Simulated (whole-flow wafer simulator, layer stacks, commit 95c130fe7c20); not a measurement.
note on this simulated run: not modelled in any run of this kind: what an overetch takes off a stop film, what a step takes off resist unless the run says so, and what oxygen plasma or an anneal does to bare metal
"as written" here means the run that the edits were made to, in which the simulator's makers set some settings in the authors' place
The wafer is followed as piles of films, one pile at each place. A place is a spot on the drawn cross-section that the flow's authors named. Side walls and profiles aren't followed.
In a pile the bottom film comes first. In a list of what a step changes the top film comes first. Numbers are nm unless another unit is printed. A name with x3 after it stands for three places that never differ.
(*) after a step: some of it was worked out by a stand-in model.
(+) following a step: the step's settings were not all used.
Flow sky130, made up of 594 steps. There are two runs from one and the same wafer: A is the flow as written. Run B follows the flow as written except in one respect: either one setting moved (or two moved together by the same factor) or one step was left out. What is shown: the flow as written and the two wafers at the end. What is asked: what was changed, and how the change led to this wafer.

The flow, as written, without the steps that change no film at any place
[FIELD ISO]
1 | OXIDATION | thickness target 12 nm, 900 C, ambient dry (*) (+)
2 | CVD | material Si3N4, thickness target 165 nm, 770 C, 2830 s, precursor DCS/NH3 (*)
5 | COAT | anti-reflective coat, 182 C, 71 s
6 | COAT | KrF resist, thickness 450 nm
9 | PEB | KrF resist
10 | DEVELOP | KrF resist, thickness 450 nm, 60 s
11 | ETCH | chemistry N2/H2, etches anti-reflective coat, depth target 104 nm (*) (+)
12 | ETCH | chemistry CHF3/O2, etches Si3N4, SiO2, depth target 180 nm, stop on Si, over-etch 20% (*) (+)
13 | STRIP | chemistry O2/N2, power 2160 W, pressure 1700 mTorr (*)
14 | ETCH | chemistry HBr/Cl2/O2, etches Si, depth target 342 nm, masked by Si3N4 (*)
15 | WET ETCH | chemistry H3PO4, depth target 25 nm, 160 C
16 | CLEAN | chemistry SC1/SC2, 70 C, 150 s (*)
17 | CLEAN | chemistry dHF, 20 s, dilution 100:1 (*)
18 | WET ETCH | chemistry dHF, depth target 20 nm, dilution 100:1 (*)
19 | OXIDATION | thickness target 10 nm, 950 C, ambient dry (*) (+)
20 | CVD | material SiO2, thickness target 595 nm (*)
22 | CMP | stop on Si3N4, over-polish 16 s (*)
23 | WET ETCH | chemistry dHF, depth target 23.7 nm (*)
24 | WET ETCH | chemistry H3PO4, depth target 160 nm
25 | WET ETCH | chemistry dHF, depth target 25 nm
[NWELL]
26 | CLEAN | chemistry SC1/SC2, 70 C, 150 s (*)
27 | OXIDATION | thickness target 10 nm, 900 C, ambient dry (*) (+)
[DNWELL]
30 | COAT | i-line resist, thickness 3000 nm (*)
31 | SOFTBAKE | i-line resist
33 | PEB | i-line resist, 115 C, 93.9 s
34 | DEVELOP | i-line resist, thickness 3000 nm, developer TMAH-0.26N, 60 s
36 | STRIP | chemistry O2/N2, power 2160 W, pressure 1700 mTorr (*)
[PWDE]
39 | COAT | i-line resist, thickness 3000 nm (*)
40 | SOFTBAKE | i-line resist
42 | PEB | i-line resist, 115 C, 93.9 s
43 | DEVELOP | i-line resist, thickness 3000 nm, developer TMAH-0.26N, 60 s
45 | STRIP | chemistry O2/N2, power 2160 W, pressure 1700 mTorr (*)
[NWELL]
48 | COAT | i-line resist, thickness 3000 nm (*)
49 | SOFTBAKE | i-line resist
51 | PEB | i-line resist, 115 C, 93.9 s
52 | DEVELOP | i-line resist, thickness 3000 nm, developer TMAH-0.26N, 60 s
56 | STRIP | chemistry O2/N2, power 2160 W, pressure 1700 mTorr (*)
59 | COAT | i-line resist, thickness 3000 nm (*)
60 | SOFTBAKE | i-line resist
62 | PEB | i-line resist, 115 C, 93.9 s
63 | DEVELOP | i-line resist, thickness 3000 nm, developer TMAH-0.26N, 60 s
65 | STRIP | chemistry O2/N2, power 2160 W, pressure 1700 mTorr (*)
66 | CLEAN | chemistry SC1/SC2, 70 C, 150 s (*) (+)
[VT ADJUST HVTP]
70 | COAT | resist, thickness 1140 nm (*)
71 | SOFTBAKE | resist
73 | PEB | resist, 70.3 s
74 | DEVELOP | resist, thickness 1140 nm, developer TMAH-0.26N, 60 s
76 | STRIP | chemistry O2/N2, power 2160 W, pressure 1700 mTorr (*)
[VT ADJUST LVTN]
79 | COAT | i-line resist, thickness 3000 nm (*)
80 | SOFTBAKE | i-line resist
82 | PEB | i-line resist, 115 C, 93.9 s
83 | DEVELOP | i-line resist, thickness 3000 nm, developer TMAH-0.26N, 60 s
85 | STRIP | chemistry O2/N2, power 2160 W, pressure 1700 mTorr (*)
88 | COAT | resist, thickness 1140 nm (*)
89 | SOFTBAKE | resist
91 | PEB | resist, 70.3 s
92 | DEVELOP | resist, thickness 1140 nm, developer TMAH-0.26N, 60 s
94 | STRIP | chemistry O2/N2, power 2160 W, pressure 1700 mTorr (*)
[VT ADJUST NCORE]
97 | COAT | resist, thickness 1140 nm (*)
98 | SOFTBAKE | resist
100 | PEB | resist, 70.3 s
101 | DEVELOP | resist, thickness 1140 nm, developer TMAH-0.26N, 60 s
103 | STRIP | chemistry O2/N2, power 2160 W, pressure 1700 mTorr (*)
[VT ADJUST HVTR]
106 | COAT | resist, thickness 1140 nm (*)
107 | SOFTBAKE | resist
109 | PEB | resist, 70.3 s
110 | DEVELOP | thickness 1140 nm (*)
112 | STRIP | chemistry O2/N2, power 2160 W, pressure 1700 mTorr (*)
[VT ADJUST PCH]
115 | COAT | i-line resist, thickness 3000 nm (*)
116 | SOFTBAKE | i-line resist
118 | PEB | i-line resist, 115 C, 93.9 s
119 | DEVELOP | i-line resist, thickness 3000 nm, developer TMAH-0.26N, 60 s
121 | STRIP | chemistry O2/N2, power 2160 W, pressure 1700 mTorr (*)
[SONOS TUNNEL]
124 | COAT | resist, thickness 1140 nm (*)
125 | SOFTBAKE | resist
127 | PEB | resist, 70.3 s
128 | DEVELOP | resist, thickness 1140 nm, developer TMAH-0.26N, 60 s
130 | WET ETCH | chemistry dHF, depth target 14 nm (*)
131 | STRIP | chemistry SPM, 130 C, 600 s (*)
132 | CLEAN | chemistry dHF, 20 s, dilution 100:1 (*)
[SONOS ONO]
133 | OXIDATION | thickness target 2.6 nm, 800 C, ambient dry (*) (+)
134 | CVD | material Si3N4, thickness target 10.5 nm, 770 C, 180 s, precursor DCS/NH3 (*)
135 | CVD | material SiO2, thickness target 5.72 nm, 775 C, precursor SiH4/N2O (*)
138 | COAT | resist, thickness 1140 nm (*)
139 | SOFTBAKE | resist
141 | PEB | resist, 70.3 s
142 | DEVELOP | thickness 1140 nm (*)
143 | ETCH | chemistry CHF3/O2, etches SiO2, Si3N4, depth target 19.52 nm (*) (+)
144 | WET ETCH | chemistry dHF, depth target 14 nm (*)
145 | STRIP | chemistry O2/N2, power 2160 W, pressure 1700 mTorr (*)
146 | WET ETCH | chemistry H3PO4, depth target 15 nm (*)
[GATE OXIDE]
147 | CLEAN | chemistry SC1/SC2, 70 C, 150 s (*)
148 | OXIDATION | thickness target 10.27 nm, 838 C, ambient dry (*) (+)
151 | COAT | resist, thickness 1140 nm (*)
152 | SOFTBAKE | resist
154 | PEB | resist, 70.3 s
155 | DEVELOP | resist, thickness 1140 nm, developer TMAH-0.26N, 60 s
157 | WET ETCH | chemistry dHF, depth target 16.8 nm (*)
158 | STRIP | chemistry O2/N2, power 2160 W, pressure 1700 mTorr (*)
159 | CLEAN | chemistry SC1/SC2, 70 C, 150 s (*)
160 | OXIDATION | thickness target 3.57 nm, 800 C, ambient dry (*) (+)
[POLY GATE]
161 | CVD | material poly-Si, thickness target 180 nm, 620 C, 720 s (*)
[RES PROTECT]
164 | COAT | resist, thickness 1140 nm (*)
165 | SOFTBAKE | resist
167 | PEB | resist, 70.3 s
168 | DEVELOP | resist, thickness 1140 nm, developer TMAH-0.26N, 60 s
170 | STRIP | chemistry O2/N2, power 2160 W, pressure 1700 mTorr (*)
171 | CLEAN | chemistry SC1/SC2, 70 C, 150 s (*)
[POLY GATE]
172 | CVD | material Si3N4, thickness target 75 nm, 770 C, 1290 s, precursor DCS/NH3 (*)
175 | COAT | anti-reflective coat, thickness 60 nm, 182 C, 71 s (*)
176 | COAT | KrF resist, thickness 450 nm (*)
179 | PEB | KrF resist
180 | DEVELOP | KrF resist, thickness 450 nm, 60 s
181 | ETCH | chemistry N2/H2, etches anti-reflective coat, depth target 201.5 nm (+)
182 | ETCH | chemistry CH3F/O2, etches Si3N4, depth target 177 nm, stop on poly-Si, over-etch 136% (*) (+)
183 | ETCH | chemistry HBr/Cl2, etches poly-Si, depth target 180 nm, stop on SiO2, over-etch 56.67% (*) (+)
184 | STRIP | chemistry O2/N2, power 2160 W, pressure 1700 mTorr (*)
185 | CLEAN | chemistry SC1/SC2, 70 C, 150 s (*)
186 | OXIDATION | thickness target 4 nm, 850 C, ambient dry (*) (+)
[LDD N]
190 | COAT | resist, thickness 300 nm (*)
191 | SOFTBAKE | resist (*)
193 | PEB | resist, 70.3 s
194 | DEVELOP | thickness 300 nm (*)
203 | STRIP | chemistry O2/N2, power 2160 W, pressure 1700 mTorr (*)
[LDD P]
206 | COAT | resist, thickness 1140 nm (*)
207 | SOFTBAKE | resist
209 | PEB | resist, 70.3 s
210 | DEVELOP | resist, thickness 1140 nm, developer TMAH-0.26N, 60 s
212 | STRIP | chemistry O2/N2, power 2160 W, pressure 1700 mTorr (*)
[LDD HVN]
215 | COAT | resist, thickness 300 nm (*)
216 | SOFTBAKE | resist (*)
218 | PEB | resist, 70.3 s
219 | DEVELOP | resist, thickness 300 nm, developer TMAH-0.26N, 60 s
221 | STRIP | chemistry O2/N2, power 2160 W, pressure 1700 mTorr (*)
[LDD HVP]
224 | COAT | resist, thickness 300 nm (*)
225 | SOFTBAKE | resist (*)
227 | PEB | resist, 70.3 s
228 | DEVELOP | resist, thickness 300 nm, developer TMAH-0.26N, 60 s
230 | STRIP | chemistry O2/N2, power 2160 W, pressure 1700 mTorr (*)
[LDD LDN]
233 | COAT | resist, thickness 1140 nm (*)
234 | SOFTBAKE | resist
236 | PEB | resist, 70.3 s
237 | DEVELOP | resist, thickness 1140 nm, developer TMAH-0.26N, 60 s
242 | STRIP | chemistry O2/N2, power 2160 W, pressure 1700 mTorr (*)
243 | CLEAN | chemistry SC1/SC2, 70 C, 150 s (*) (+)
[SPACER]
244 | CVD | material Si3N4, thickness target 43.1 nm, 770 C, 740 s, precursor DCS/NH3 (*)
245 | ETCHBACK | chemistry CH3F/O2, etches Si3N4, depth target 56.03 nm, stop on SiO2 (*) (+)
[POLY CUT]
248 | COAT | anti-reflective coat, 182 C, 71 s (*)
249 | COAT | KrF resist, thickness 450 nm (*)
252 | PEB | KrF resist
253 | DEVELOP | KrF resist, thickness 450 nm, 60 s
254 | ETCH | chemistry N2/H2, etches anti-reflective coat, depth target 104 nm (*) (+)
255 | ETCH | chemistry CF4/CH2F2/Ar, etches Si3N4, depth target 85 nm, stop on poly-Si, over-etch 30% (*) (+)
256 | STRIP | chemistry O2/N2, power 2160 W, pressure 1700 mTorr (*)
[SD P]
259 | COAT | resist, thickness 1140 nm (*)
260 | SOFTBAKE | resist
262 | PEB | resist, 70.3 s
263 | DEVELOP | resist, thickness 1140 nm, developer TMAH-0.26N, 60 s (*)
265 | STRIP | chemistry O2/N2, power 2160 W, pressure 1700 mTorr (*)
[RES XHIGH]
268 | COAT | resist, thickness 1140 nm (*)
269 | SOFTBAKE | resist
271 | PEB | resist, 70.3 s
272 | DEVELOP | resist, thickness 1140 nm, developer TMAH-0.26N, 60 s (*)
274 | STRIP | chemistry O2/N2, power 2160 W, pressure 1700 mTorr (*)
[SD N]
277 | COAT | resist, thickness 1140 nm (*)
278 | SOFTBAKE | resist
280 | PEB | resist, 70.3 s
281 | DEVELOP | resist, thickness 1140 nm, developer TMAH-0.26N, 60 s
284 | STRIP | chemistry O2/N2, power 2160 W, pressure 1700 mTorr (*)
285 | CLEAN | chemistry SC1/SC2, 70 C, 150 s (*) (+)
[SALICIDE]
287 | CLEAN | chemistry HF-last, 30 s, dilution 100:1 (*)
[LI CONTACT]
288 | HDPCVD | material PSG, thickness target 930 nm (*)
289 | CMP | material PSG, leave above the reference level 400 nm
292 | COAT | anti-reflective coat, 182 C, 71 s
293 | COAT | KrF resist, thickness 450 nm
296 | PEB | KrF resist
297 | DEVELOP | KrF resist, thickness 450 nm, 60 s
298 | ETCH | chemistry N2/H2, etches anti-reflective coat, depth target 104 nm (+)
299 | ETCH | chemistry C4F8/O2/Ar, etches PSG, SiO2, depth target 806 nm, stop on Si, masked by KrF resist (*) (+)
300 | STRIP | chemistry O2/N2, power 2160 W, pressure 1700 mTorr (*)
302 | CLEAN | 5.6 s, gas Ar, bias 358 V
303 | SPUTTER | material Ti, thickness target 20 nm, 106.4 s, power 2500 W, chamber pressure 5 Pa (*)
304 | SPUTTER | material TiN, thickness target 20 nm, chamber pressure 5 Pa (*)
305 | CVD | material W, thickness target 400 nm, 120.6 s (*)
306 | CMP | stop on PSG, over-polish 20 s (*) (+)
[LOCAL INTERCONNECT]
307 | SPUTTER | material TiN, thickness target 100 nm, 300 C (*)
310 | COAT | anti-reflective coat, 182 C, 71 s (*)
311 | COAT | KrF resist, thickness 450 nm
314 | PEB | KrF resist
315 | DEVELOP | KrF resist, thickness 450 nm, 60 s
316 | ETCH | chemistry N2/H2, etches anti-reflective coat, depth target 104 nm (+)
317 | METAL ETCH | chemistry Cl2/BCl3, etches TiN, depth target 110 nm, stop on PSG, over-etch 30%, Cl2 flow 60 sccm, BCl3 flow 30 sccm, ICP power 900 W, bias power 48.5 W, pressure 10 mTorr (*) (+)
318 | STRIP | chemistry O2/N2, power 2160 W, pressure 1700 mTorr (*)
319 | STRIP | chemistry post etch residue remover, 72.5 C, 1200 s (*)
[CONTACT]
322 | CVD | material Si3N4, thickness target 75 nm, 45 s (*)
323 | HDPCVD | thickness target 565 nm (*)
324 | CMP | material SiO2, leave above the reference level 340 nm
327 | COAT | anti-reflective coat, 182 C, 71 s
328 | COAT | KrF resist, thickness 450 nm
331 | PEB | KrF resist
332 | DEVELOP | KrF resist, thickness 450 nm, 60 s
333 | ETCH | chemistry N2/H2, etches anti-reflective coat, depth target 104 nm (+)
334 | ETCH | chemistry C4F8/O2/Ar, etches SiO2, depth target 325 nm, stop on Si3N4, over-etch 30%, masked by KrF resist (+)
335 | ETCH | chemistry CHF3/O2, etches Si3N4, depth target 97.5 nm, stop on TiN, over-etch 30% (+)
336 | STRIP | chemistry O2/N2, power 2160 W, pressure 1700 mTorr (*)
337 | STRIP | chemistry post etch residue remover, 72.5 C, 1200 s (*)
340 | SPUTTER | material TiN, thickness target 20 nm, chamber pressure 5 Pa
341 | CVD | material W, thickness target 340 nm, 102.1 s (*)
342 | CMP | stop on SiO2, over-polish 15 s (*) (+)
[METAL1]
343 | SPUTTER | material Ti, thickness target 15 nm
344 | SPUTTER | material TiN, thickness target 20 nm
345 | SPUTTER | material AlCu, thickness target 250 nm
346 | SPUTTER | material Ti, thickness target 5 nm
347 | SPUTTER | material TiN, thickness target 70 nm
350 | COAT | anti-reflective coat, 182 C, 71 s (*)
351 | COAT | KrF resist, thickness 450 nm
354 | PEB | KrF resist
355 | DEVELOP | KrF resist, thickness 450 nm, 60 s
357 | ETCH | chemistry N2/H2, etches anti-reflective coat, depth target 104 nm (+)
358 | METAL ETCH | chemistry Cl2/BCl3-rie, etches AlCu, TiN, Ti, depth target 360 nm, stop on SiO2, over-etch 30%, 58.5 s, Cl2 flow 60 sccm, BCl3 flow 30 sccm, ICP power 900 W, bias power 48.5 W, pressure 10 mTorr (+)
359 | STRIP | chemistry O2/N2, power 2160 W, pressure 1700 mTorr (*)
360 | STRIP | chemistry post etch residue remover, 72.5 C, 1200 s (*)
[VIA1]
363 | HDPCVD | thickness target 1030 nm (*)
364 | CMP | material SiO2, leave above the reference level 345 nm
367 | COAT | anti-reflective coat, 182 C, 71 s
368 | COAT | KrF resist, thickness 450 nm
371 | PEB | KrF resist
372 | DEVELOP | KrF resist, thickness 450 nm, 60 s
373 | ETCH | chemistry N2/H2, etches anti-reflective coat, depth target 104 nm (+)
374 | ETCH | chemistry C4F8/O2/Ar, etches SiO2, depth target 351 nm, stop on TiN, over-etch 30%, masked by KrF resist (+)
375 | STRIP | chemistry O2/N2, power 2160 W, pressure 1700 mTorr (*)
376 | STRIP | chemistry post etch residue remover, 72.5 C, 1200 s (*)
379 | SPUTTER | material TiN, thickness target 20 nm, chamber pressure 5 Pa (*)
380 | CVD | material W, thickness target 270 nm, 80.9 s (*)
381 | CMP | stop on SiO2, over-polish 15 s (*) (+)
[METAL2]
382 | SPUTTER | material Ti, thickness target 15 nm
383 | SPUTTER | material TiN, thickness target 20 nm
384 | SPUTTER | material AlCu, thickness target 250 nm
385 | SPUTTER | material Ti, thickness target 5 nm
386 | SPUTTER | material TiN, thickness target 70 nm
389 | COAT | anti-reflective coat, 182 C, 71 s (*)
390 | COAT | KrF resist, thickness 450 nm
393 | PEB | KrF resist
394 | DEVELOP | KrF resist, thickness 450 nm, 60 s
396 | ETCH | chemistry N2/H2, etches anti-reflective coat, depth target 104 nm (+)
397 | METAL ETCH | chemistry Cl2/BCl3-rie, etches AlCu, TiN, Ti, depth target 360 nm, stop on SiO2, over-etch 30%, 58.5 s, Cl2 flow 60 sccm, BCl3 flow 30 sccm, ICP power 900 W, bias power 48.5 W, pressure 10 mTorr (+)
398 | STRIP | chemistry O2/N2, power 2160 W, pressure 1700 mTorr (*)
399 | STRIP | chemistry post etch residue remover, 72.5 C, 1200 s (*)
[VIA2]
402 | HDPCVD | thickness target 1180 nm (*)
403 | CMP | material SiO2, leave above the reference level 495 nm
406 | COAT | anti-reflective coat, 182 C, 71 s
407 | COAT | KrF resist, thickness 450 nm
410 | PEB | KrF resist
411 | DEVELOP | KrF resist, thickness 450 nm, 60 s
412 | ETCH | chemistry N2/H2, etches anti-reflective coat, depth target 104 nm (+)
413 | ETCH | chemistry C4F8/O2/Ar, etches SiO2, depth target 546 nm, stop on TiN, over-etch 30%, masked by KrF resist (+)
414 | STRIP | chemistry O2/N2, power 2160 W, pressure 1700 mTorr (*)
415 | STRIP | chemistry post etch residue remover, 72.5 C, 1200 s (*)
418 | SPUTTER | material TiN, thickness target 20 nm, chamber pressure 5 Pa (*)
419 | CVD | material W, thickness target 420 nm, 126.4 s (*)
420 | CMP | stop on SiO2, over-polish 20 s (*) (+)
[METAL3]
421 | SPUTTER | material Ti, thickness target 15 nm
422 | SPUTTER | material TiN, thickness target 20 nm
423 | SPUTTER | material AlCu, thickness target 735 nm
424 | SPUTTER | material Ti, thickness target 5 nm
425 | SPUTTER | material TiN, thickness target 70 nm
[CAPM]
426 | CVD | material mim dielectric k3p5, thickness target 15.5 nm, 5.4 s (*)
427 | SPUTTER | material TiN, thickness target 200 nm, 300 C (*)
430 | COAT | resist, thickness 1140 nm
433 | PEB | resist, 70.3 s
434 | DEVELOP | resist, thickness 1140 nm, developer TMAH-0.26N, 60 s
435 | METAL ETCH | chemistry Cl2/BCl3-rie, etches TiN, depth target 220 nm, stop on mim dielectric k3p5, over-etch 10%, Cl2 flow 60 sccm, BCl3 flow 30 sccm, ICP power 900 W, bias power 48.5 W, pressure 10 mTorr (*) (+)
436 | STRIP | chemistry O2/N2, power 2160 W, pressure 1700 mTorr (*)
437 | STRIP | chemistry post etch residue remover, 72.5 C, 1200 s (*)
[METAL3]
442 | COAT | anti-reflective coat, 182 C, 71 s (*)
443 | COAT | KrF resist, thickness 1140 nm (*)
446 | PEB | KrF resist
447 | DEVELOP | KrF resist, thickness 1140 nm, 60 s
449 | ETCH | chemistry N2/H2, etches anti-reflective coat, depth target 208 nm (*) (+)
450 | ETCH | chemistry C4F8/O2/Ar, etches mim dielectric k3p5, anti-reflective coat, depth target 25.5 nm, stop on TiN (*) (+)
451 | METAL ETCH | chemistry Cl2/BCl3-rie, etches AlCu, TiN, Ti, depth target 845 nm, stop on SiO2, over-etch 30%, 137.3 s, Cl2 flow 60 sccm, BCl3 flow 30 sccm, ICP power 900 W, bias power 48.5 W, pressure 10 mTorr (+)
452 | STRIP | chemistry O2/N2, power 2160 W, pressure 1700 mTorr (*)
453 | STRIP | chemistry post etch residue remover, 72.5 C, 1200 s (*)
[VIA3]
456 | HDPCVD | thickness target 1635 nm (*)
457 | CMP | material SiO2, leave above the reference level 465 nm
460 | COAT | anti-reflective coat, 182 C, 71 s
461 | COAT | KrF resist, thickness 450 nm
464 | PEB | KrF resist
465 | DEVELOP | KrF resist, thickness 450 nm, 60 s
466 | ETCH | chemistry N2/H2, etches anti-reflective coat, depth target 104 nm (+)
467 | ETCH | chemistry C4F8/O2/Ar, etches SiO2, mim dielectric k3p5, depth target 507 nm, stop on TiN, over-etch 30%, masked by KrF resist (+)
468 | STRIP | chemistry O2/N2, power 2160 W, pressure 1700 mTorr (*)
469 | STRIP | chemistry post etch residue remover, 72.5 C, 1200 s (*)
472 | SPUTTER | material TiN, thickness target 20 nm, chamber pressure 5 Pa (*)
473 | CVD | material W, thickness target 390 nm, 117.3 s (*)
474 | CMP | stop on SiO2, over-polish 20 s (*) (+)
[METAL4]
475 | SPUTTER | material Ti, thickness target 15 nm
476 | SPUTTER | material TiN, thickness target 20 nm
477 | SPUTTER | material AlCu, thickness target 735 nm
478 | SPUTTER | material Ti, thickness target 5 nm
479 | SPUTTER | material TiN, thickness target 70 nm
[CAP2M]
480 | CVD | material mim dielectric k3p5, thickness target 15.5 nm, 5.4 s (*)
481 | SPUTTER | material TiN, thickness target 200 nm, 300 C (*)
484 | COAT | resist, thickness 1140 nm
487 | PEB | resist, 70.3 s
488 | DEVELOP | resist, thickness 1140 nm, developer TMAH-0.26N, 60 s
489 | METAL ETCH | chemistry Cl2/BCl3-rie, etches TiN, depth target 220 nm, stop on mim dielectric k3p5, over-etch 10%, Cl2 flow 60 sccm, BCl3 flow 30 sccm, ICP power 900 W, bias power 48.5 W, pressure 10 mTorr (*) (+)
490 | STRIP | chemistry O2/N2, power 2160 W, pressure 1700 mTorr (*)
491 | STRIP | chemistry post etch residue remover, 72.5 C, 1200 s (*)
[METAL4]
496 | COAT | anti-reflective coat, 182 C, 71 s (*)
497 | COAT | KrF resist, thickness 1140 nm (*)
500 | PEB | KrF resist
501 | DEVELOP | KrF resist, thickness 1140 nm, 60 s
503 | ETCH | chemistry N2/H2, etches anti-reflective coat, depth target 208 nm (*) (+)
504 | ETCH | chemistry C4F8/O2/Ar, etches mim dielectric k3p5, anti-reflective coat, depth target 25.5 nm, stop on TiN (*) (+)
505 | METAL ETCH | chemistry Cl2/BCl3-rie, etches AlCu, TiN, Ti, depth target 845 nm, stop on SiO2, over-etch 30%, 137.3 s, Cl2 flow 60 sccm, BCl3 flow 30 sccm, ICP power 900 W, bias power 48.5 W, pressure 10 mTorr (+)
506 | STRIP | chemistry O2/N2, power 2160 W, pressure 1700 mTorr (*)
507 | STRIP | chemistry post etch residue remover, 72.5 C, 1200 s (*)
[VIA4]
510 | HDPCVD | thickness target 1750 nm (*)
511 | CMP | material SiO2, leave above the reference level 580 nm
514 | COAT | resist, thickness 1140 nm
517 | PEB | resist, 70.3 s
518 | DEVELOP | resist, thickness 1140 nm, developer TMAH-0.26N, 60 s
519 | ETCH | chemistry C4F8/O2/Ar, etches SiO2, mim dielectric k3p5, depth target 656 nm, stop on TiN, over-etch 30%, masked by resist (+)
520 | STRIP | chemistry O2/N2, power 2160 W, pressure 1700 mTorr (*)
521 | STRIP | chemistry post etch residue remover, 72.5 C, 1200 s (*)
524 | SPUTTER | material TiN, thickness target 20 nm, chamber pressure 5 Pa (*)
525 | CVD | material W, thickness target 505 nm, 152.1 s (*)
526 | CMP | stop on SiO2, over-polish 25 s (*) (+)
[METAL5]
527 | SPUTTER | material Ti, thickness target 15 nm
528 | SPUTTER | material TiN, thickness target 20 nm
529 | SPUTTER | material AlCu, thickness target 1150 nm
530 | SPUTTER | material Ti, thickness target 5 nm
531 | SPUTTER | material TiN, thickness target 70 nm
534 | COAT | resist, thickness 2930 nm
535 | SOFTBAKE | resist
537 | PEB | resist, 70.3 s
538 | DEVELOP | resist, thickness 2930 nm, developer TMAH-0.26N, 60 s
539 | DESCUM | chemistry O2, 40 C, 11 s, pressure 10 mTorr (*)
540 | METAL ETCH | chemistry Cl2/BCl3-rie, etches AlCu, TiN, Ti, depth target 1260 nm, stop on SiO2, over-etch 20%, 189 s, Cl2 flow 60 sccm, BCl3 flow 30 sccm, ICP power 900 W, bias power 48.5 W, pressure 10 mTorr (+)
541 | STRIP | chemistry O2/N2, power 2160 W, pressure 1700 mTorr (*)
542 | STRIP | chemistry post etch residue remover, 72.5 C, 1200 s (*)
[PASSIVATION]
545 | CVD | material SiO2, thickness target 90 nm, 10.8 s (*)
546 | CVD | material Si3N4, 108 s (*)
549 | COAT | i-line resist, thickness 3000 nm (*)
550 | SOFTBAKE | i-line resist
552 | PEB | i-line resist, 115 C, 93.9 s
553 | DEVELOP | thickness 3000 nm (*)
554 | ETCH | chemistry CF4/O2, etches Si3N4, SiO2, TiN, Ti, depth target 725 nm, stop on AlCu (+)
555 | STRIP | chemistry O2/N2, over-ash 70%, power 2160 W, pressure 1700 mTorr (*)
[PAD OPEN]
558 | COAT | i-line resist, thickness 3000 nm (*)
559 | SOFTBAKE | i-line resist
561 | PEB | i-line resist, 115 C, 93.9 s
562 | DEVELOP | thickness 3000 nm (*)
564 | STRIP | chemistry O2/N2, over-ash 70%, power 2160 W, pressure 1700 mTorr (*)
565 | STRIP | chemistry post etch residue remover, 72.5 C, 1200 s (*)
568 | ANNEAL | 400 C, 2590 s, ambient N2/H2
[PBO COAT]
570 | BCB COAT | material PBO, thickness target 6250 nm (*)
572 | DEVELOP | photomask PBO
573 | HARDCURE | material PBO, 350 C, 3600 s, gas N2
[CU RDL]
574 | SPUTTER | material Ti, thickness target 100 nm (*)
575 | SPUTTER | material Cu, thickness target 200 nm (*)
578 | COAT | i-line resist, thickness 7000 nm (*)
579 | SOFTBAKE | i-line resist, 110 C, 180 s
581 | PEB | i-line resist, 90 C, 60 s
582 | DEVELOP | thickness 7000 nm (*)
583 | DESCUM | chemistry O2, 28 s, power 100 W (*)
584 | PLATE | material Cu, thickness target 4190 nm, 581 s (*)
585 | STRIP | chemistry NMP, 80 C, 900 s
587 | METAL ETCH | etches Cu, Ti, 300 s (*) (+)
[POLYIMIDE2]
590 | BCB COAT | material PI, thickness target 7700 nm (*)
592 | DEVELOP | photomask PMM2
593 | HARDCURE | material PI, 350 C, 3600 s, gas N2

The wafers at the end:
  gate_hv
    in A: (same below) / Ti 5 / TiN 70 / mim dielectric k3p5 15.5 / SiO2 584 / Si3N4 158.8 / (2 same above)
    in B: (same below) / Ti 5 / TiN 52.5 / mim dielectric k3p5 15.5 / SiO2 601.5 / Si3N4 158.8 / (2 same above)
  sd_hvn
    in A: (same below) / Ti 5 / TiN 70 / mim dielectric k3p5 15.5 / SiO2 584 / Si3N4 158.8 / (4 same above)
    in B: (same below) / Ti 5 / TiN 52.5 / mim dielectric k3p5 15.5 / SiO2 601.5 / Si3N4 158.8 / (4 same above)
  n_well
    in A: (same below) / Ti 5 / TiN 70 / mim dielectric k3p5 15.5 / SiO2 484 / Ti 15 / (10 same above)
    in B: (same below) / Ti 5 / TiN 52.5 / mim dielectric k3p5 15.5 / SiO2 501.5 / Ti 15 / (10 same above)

What caused this: step 479, SPUTTER: thickness target 52.5 nm was run, whereas the flow has thickness target 70 nm.
One can read it off the wafer: gate_hv has TiN 52.5, and step 479 as written asks for 70 nm.

The path from the change to this, step by step:
  479 | SPUTTER | material TiN, thickness target 70 nm
      field, active, n_well and 189 more: A TiN gains 70 (new film) | B TiN gains 52.5 (new film)
  505 | METAL ETCH | chemistry Cl2/BCl3-rie, etches AlCu, TiN, Ti, depth target 845 nm, stop on SiO2, over-etch 30%, 137.3 s, Cl2 flow 60 sccm, BCl3 flow 30 sccm, ICP power 900 W, bias power 48.5 W, pressure 10 mTorr (+)
      field, gate, spacer and 68 more: A TiN loses 70 (all of it), Ti loses 5 (all of it), AlCu loses 735 (all of it), TiN loses 20 (all of it), Ti loses 15 (all of it), SiO2 loses 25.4 | B TiN loses 52.5 (all of it), Ti loses 5 (all of it), AlCu loses 735 (all of it), TiN loses 20 (all of it), Ti loses 15 (all of it), SiO2 loses 27.1
      active, vpp_iso1, mim_edge_plate and 14 more: A TiN loses 70 (all of it), Ti loses 5 (all of it), AlCu loses 735 (all of it), TiN loses 20 (all of it), Ti loses 15 (all of it), SiO2 loses 25.3 | B TiN loses 52.5 (all of it), Ti loses 5 (all of it), AlCu loses 735 (all of it), TiN loses 20 (all of it), Ti loses 15 (all of it), SiO2 loses 27.1
  519 | ETCH | chemistry C4F8/O2/Ar, etches SiO2, mim dielectric k3p5, depth target 656 nm, stop on TiN, over-etch 30%, masked by resist (+)
      m1: A SiO2 loses 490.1 (all of it), mim dielectric k3p5 loses 15.5 (all of it) | B SiO2 loses 507.6 (all of it), mim dielectric k3p5 loses 15.5 (all of it)
      via4_hole: A SiO2 loses 489.5 (all of it), mim dielectric k3p5 loses 15.5 (all of it) | B SiO2 loses 507 (all of it), mim dielectric k3p5 loses 15.5 (all of it)
